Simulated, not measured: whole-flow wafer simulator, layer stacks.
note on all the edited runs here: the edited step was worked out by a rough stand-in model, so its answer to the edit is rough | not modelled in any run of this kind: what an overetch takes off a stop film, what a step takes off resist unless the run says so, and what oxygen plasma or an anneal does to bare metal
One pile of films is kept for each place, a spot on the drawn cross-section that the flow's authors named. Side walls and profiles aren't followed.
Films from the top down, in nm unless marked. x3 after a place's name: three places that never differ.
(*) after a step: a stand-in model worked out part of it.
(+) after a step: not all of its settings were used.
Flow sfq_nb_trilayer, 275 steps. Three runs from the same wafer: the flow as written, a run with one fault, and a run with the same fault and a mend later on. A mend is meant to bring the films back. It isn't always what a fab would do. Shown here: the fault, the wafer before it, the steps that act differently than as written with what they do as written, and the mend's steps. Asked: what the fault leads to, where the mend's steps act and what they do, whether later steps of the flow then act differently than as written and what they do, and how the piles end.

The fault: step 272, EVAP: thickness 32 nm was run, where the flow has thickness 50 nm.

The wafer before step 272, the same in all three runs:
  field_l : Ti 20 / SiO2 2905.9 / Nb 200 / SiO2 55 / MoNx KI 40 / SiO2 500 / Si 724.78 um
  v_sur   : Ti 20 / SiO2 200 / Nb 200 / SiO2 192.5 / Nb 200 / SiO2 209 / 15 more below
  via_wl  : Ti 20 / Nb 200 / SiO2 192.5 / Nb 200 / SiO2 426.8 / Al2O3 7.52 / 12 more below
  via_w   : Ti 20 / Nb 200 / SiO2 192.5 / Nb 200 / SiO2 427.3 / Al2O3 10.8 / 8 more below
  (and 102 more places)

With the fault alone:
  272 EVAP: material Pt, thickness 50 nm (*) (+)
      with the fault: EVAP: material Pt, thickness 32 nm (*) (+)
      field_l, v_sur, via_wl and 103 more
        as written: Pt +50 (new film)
        with the fault: Pt +32 (new film)
  Later steps of the flow that act differently than as written:
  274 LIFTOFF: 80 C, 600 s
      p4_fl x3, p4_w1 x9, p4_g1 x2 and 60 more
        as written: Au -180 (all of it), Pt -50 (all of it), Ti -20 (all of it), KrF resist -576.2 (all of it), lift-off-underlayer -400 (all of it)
        with the fault: Au -180 (all of it), Pt -32 (all of it), Ti -20 (all of it), KrF resist -576.2 (all of it), lift-off-underlayer -400 (all of it)
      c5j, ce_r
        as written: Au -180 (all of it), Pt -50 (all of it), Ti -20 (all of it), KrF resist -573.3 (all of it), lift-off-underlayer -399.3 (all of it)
        with the fault: Au -180 (all of it), Pt -32 (all of it), Ti -20 (all of it), KrF resist -573.3 (all of it), lift-off-underlayer -399.3 (all of it)
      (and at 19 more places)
  At the end the piles differ from the flow's by more than 2% or 0.5 nm, whichever is larger, at field_l, v_sur, via_wl and 8 more.
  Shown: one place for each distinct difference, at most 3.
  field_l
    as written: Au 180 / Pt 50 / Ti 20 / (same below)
    with the fault: Au 180 / Pt 32 / Ti 20 / (same below)

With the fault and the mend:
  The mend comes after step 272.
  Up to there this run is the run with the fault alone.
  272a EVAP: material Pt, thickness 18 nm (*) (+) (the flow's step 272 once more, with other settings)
      field_l, v_sur, via_wl and 103 more
        Pt +18
  No later step of the flow acts differently than as written at any place that is followed.
  At the end the piles are the same as the flow's at every place that both follow.
